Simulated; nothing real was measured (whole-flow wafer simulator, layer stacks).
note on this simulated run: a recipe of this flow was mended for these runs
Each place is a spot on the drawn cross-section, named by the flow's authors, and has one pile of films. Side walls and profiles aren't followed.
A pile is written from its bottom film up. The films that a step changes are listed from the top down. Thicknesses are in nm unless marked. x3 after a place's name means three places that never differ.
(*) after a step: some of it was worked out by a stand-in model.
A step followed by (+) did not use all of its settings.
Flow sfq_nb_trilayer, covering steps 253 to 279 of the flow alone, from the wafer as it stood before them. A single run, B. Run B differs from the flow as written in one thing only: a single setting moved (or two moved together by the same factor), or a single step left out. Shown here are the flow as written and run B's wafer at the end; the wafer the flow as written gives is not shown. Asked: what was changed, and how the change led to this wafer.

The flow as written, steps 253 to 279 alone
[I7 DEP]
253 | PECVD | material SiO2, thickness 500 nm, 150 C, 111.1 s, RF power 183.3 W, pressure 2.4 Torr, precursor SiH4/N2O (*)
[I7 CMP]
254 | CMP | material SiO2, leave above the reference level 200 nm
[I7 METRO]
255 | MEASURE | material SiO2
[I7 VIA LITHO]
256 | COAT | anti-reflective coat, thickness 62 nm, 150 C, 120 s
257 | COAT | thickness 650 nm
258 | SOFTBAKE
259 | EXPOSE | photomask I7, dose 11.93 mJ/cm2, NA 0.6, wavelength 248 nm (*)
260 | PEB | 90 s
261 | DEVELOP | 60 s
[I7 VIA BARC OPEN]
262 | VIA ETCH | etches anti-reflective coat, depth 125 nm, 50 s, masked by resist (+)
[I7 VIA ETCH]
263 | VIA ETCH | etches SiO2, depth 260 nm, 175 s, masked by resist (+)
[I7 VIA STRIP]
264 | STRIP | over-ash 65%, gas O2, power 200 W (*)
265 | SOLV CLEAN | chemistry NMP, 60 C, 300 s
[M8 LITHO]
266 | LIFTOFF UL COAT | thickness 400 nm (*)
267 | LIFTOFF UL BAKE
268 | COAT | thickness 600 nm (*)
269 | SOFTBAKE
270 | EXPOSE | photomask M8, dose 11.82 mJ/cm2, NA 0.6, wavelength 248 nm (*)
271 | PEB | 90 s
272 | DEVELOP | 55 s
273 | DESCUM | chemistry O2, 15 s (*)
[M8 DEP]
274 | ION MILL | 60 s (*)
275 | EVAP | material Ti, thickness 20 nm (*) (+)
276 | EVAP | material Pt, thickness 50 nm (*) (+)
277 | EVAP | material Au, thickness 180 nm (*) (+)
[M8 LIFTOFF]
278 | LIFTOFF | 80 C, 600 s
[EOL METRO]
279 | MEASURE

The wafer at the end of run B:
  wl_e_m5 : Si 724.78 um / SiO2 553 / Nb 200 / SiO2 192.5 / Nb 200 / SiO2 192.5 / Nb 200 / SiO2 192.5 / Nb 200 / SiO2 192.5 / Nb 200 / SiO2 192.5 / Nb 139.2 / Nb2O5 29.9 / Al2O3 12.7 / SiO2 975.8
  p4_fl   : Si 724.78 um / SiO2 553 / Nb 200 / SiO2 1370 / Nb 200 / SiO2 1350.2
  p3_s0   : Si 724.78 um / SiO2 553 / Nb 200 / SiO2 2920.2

The reason: step 253, PECVD: thickness 380 nm was run, while the flow as written has thickness 500 nm; step 253, PECVD: 84.44 s was run, where the flow has 111.1 s.

How this came from the change, step by step:
  253 | PECVD | material SiO2, thickness 500 nm, 150 C, 111.1 s, RF power 183.3 W, pressure 2.4 Torr, precursor SiH4/N2O (*)
      field_l, p4_fl, p4_fm and 56 more: +380 SiO2 (in the flow as written it would be: +500 SiO2)
      v_sur, via_wl, via_w and 37 more: +380 SiO2 (new film) (in the flow as written it would be: +500 SiO2 (new film))
      (as well as at 7 more places)
  254 | CMP | material SiO2, leave above the reference level 200 nm
      field_l, p4_fl, p4_fm and 56 more: nothing (in the flow as written it would be: -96 SiO2)
      field_r, lsp_l: nothing (in the flow as written it would be: -73.2 SiO2)
      (as well as at 45 more places)
  256 | COAT | anti-reflective coat, thickness 62 nm, 150 C, 120 s
      m0r_line_l, m0r_line_r, m5r_space_l, m5r_space_r, m6r_line_l, m6r_line_r: +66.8 anti-reflective coat (new film) (in the flow as written it would be: +62 anti-reflective coat (new film))
      m0r_space_l, m0r_space_r, m6r_space_l, m6r_space_r: +68.7 anti-reflective coat (new film) (in the flow as written it would be: +62 anti-reflective coat (new film))
      (as well as at 42 more places)
  262 | VIA ETCH | etches anti-reflective coat, depth 125 nm, 50 s, masked by resist (+)
      via_wl: -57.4 anti-reflective coat (all of it), -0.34 SiO2 (in the flow as written it would be: -62 anti-reflective coat (all of it), -0.31 SiO2)
      via_w: -60.5 anti-reflective coat (all of it), -0.32 SiO2 (in the flow as written it would be: -62 anti-reflective coat (all of it), -0.31 SiO2)
  264 | STRIP | over-ash 65%, gas O2, power 200 W (*)
      m0r_line_l, m0r_line_r, m6r_line_l, m6r_line_r: -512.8 KrF-resist-other-grade (all of it), -66.8 anti-reflective coat (all of it) (in the flow as written it would be: -510.8 KrF-resist-other-grade (all of it), -62 anti-reflective coat (all of it))
      m0r_space_l, m0r_space_r, m6r_space_l, m6r_space_r: -511.2 KrF-resist-other-grade (all of it), -68.7 anti-reflective coat (all of it) (in the flow as written it would be: -510.8 KrF-resist-other-grade (all of it), -62 anti-reflective coat (all of it))
      (as well as at 42 more places)
  266 | LIFTOFF UL COAT | thickness 400 nm (*)
      r5r_spacepad_l, r5r_spacepad_r: +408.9 lift-off-underlayer (new film) (in the flow as written it would be: +400 lift-off-underlayer (new film))
      m7r_line_l x2: +391.5 lift-off-underlayer (new film) (in the flow as written it would be: +400 lift-off-underlayer (new film))
      (as well as at 12 more places)
  272 | DEVELOP | 55 s
      field_l: -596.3 KrF-resist-other-grade (all of it), -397 lift-off-underlayer (all of it) (in the flow as written it would be: -593.6 KrF-resist-other-grade (all of it), -387.9 lift-off-underlayer (all of it))
  278 | LIFTOFF | 80 C, 600 s
      r5r_spacepad_l, r5r_spacepad_r: -180 Au (all of it), -50 Pt (all of it), -20 Ti (all of it), -561.3 KrF-resist-other-grade (all of it), -408.9 lift-off-underlayer (all of it) (in the flow as written it would be: -180 Au (all of it), -50 Pt (all of it), -20 Ti (all of it), -562.7 KrF-resist-other-grade (all of it), -400 lift-off-underlayer (all of it))
      m7r_line_l x2: -180 Au (all of it), -50 Pt (all of it), -20 Ti (all of it), -561.8 KrF-resist-other-grade (all of it), -391.5 lift-off-underlayer (all of it) (in the flow as written it would be: -180 Au (all of it), -50 Pt (all of it), -20 Ti (all of it), -562.7 KrF-resist-other-grade (all of it), -400 lift-off-underlayer (all of it))
      (as well as at 11 more places)
